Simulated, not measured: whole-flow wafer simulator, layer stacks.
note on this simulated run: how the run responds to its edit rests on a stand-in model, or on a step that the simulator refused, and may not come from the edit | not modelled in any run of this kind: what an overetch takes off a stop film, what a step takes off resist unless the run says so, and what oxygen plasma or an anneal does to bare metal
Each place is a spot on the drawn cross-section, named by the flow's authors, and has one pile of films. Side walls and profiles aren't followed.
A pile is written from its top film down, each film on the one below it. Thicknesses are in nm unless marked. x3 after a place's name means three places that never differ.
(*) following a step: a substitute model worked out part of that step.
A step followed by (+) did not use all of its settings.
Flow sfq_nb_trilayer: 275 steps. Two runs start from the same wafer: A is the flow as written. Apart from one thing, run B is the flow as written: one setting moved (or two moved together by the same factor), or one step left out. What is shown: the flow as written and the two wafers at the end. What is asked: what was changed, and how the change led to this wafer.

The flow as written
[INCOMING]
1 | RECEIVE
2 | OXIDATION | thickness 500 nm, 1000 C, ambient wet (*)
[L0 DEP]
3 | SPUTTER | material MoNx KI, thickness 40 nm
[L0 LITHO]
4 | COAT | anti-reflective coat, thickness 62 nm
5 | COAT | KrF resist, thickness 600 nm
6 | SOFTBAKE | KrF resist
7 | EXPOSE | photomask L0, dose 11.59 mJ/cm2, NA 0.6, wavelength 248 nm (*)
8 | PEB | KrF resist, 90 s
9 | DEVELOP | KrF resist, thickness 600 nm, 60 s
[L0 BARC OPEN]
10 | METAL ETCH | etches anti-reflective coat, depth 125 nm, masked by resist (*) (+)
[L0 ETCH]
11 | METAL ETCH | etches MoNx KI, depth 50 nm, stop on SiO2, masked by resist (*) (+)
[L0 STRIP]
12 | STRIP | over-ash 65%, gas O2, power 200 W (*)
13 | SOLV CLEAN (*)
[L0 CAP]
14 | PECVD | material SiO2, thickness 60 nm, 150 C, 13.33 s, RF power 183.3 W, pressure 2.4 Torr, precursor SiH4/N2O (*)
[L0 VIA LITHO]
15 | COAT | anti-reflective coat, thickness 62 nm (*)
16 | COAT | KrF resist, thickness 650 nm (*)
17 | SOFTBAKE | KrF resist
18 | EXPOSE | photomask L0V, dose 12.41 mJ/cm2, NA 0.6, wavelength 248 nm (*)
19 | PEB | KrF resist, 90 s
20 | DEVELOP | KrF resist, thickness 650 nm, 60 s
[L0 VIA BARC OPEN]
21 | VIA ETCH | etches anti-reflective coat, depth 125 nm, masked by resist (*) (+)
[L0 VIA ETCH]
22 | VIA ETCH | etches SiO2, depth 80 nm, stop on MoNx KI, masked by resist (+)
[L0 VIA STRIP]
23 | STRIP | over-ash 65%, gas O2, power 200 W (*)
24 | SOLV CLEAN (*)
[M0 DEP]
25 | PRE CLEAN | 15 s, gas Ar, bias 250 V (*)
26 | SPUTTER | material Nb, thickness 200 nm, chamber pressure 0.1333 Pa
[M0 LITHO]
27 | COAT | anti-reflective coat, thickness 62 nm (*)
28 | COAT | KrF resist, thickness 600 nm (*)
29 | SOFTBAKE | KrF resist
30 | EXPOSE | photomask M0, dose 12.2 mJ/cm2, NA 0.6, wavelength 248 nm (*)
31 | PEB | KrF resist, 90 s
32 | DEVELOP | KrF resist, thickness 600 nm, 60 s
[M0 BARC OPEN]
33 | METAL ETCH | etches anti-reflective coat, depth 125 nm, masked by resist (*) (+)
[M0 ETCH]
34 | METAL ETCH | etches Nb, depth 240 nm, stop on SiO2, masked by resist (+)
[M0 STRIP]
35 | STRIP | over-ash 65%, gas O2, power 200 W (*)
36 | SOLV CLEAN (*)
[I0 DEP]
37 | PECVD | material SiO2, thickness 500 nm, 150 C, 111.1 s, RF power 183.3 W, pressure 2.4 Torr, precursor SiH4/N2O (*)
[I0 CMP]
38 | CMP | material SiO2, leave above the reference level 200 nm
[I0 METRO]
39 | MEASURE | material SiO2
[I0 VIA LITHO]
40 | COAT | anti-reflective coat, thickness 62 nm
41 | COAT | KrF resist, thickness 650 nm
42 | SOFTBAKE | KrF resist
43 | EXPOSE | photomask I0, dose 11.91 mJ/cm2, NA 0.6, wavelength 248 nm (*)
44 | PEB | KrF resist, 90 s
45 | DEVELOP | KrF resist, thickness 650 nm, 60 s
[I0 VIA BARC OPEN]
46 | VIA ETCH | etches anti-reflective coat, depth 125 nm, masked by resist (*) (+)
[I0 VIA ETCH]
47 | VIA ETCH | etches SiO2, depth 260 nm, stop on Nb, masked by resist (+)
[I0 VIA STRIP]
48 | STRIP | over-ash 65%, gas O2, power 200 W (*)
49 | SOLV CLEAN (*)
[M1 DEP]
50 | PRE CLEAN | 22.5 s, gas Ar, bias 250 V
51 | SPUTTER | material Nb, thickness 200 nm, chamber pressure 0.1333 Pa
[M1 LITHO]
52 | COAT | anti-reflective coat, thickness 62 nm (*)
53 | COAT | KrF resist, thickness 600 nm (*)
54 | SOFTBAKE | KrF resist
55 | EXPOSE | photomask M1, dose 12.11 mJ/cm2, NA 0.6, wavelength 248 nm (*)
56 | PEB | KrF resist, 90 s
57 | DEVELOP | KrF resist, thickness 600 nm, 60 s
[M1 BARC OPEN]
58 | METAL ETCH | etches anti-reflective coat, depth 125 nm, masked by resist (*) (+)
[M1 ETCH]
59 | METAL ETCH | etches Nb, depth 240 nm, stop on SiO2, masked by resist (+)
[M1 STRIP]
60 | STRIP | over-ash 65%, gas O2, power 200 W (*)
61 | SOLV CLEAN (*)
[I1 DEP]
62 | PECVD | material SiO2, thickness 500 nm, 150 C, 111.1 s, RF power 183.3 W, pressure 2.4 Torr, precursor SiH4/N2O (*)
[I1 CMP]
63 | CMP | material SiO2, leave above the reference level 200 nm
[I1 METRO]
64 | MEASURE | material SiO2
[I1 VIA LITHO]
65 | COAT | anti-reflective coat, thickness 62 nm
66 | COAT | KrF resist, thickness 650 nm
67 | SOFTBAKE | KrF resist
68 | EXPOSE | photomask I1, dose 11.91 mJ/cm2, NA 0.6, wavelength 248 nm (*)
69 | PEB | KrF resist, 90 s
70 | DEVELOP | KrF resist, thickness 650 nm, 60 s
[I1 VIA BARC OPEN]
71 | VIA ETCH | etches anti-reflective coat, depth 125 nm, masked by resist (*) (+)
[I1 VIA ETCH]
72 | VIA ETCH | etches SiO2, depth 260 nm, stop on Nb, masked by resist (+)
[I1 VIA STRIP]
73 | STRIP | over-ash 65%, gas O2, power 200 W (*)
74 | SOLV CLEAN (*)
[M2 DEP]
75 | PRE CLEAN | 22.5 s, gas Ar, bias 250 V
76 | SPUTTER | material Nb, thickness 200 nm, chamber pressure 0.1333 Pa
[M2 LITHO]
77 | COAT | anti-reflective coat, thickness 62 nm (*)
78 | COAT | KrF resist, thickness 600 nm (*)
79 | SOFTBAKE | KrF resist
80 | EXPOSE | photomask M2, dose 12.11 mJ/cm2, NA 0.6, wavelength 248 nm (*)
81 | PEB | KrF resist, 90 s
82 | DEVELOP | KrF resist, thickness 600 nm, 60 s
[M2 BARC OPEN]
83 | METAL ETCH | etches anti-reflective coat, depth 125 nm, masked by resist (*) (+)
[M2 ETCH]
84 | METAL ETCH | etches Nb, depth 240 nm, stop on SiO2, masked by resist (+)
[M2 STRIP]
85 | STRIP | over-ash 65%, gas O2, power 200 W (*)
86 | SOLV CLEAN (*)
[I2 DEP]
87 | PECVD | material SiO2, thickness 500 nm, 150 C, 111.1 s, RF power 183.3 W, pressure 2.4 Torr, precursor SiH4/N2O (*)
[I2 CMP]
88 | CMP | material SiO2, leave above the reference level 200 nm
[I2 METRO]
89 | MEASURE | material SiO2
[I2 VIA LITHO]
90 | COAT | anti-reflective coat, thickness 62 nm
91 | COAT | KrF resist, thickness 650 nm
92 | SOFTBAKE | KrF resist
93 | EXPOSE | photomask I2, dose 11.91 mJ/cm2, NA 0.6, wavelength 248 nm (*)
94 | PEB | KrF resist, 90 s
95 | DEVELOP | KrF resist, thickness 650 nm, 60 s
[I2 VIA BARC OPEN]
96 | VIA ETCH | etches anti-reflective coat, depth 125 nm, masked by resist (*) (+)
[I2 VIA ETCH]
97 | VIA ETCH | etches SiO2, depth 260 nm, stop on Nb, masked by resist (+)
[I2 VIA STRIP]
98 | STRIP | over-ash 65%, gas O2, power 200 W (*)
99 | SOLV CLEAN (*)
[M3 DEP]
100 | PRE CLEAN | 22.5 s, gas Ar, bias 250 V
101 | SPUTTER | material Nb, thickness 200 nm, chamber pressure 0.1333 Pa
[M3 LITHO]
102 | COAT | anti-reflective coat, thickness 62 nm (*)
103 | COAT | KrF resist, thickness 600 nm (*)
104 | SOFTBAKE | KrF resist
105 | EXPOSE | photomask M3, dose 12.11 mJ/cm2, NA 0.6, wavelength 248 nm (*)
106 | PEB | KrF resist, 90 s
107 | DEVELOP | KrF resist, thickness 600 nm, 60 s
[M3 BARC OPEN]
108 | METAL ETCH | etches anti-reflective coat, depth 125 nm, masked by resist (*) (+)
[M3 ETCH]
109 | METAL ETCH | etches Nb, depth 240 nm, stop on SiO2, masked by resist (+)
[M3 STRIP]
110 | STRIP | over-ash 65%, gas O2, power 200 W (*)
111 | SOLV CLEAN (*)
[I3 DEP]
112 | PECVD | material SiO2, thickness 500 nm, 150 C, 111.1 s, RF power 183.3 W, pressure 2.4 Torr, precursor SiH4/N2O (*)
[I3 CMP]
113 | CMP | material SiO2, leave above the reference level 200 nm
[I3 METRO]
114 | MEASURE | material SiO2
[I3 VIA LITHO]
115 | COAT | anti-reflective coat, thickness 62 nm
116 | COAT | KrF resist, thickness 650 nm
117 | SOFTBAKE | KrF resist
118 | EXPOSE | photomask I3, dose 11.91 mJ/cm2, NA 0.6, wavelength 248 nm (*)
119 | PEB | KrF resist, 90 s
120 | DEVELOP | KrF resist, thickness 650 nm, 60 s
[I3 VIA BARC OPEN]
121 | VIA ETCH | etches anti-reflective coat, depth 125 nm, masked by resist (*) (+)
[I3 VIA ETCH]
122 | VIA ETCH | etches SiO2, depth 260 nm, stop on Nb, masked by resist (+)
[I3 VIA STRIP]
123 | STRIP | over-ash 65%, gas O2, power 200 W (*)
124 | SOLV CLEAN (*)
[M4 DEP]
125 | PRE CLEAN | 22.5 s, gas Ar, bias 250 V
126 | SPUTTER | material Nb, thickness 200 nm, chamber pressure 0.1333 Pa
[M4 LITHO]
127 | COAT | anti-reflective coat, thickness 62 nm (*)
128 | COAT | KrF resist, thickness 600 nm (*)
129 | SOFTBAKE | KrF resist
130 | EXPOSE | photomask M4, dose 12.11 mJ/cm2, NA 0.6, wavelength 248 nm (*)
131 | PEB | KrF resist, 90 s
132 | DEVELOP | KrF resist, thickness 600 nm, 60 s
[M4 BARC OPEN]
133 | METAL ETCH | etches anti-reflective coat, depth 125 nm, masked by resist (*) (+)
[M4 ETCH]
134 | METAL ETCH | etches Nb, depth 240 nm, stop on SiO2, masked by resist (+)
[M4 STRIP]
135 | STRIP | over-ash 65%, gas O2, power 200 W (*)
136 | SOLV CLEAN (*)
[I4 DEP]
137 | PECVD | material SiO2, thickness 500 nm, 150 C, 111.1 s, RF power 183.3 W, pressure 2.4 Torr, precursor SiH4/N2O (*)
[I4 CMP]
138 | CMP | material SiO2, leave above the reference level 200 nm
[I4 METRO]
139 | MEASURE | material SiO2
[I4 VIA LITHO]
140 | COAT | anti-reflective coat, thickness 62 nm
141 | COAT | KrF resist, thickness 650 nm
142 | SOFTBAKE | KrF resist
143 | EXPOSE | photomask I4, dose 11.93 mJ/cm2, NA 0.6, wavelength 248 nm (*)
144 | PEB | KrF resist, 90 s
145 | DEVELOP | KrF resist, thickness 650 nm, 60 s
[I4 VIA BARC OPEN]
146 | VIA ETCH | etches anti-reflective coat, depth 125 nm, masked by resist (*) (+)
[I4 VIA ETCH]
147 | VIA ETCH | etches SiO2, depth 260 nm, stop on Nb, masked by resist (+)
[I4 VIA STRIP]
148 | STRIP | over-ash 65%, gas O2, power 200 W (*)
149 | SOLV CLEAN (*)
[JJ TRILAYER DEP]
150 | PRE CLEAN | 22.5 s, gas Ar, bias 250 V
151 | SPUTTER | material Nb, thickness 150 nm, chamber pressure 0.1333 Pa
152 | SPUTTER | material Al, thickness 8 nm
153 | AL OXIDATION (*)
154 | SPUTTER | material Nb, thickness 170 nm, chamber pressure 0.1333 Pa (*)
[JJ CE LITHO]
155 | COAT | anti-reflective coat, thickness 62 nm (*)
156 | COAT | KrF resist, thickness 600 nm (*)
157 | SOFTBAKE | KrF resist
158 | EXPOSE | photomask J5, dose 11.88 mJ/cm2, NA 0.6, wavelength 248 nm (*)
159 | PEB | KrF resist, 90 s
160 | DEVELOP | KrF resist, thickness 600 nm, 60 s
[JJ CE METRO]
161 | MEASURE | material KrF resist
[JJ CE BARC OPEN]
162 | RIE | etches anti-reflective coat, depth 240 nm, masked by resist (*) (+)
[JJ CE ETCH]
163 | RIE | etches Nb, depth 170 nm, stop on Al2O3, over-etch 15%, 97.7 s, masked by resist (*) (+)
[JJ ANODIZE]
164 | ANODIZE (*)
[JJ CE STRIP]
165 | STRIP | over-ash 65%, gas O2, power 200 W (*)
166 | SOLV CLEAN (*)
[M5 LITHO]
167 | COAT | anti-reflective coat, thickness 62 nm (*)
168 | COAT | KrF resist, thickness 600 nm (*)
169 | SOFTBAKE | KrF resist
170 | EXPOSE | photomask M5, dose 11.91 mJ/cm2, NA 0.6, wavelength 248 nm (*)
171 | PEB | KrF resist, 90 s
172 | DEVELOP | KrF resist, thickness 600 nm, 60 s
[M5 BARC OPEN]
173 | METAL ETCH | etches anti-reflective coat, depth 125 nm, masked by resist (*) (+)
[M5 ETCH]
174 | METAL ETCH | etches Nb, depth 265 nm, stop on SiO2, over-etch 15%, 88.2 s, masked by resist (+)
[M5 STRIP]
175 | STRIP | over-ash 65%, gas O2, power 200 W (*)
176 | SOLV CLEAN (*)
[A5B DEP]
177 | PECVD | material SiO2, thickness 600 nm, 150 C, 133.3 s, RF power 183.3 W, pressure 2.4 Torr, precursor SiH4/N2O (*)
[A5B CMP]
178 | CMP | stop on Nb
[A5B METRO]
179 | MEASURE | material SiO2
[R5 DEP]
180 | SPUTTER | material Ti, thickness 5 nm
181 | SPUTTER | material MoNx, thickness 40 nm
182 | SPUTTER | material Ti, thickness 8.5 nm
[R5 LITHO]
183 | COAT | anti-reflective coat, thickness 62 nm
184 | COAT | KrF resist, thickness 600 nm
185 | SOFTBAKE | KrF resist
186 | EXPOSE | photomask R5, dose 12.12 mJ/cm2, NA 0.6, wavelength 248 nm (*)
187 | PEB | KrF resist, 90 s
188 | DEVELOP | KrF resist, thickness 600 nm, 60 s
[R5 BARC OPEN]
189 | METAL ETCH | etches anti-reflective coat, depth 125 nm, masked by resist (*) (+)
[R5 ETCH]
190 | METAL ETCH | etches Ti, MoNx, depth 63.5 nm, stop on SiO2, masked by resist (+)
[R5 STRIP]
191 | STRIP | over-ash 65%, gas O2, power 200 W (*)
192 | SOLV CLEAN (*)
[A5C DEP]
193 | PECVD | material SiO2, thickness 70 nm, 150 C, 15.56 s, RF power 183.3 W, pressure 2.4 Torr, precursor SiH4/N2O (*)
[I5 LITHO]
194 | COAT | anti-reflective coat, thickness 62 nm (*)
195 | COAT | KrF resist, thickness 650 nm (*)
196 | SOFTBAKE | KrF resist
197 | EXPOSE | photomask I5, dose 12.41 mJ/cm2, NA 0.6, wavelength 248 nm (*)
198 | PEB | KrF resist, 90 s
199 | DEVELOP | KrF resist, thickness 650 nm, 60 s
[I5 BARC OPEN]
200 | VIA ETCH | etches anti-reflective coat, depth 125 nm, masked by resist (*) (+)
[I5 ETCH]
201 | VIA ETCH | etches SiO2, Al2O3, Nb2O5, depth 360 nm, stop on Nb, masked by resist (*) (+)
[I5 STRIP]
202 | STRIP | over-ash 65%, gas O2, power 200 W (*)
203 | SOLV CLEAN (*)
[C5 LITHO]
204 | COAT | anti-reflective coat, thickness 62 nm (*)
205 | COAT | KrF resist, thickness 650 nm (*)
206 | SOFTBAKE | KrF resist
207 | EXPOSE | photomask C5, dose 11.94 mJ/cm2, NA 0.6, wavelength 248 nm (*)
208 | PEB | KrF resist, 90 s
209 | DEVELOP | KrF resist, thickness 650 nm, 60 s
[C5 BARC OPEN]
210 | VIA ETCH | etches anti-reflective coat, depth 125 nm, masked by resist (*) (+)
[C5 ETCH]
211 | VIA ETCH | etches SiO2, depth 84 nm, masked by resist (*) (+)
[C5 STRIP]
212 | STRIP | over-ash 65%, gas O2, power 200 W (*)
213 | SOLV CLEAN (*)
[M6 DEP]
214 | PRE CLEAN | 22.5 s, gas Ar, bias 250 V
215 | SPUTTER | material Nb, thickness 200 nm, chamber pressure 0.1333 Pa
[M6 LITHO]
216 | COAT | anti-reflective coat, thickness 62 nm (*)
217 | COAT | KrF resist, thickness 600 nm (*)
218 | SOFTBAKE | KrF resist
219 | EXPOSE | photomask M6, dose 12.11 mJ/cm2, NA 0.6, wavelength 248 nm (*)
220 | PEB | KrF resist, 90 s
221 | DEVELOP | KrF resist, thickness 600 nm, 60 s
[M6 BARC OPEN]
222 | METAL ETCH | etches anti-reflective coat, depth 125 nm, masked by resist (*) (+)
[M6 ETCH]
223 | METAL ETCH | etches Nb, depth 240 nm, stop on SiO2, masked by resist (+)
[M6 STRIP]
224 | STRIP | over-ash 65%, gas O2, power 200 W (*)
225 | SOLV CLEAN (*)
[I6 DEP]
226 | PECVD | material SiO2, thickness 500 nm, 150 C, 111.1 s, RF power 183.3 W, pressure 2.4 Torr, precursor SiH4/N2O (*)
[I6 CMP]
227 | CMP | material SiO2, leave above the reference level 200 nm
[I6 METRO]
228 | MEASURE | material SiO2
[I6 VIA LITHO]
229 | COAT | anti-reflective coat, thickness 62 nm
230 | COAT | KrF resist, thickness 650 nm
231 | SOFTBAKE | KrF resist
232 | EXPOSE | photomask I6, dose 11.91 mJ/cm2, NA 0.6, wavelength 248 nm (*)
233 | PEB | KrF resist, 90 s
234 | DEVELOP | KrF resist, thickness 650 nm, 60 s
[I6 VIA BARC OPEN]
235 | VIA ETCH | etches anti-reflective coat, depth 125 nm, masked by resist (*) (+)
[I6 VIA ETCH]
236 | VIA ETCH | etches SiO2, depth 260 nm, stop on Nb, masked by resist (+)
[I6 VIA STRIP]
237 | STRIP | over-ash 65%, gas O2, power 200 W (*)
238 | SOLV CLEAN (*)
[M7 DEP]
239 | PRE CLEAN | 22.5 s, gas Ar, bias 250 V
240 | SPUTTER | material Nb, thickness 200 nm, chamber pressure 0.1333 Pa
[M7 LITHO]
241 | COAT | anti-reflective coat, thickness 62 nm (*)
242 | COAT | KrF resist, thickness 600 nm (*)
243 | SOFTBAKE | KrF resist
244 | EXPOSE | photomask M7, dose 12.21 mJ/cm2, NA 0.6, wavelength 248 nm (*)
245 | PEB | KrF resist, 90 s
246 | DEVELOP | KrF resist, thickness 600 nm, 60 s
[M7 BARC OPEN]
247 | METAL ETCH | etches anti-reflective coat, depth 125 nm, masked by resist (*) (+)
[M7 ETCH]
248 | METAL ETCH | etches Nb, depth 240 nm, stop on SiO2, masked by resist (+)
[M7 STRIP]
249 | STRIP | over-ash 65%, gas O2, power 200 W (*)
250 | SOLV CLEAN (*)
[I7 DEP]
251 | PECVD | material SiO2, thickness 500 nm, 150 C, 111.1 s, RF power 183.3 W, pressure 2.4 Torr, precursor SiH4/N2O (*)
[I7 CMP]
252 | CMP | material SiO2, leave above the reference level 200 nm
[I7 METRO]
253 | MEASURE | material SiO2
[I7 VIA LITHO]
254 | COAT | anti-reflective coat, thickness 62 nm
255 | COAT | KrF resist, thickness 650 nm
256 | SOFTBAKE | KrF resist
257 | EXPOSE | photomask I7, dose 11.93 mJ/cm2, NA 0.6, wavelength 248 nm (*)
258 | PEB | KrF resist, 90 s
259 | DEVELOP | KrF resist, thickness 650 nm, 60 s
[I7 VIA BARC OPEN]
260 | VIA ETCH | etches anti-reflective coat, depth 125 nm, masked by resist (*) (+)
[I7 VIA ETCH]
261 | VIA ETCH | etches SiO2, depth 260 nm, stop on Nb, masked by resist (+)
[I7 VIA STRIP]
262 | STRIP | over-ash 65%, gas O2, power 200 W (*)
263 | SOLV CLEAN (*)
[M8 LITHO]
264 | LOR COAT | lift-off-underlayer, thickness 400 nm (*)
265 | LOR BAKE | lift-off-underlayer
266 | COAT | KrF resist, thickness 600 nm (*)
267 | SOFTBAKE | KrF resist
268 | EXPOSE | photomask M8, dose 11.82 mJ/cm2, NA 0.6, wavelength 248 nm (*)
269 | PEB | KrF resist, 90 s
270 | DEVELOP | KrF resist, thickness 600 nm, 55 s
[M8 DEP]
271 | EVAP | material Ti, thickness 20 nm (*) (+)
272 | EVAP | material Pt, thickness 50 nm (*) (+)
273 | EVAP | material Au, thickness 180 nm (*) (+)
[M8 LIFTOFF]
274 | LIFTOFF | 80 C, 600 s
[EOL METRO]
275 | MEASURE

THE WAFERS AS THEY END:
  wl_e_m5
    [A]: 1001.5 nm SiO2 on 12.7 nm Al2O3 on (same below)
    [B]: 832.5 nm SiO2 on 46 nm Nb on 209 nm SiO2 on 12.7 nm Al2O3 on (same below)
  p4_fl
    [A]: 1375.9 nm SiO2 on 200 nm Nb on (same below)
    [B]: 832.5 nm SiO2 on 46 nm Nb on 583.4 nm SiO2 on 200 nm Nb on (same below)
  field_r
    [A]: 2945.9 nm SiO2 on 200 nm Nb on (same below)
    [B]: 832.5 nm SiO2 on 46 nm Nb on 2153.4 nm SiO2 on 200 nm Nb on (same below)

What caused this: step 215, SPUTTER: thickness 286 nm was run, whereas the flow has thickness 200 nm.

The path from the change to this, step by step:
  215 | SPUTTER | material Nb, thickness 200 nm, chamber pressure 0.1333 Pa
      field_l, v_sur, via_wl and 100 more: A Nb gains 200 (new film) | B Nb gains 286 (new film)
      be: A Nb gains 147.3 | B Nb gains 209.4
      (also at 2 further places)
  216 | COAT | anti-reflective coat, thickness 62 nm (*)
      be: A anti-reflective coat gains 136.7 (new film) | B anti-reflective coat gains 144.8 (new film)
      c5j: A anti-reflective coat gains 110.7 (new film) | B anti-reflective coat gains 113.5 (new film)
  223 | METAL ETCH | etches Nb, depth 240 nm, stop on SiO2, masked by resist (+)
      field_l, gap, moat and 76 more: A Nb loses 200 (all of it) | B Nb loses 240
  224 | STRIP | over-ash 65%, gas O2, power 200 W (*)
      be: A KrF resist loses 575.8 (all of it), anti-reflective coat loses 136.7 (all of it) | B KrF resist loses 589.4 (all of it), anti-reflective coat loses 144.8 (all of it)
      c5j: A KrF resist loses 418.3 (all of it), anti-reflective coat loses 110.7 (all of it) | B KrF resist loses 416.9 (all of it), anti-reflective coat loses 113.5 (all of it)
  226 | PECVD | material SiO2, thickness 500 nm, 150 C, 111.1 s, RF power 183.3 W, pressure 2.4 Torr, precursor SiH4/N2O (*)
      field_l, p4_fl, p4_fm and 62 more: A SiO2 gains 500 | B SiO2 gains 500 (new film)
      moat, field_r, lsp_l, ln_m5, lsp_m: A SiO2 gains 493.6 | B SiO2 gains 492.3 (new film)
      (also at 10 further places)
  227 | CMP | material SiO2, leave above the reference level 200 nm
      field_l, p4_fl, p4_fm and 59 more: A SiO2 loses 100 | B SiO2 loses 60
      moat, field_r, lsp_l, ln_m5, lsp_m: A SiO2 loses 93.6 | B SiO2 loses 52.3
      (also at 9 further places)
With metal films that touch counted as one body, wl_e_m5 has 7 bodies (between them, from the top down: SiO2 209 / Al2O3 12.7 / Nb2O5 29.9; SiO2 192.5; SiO2 192.5; SiO2 192.5; SiO2 192.5; SiO2 192.5); the flow as written gives 6 bodies (between them, from the top down: SiO2 192.5; SiO2 192.5; SiO2 192.5; SiO2 192.5; SiO2 192.5).
With metal films that touch counted as one body, p4_fl has 3 bodies (between them, from the top down: SiO2 583.4; SiO2 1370); the flow as written gives 2 bodies (between them, from the top down: SiO2 1370).
With metal films that touch counted as one body, field_r has 2 bodies (between them, from the top down: SiO2 2153.4); the flow as written gives 1 body.
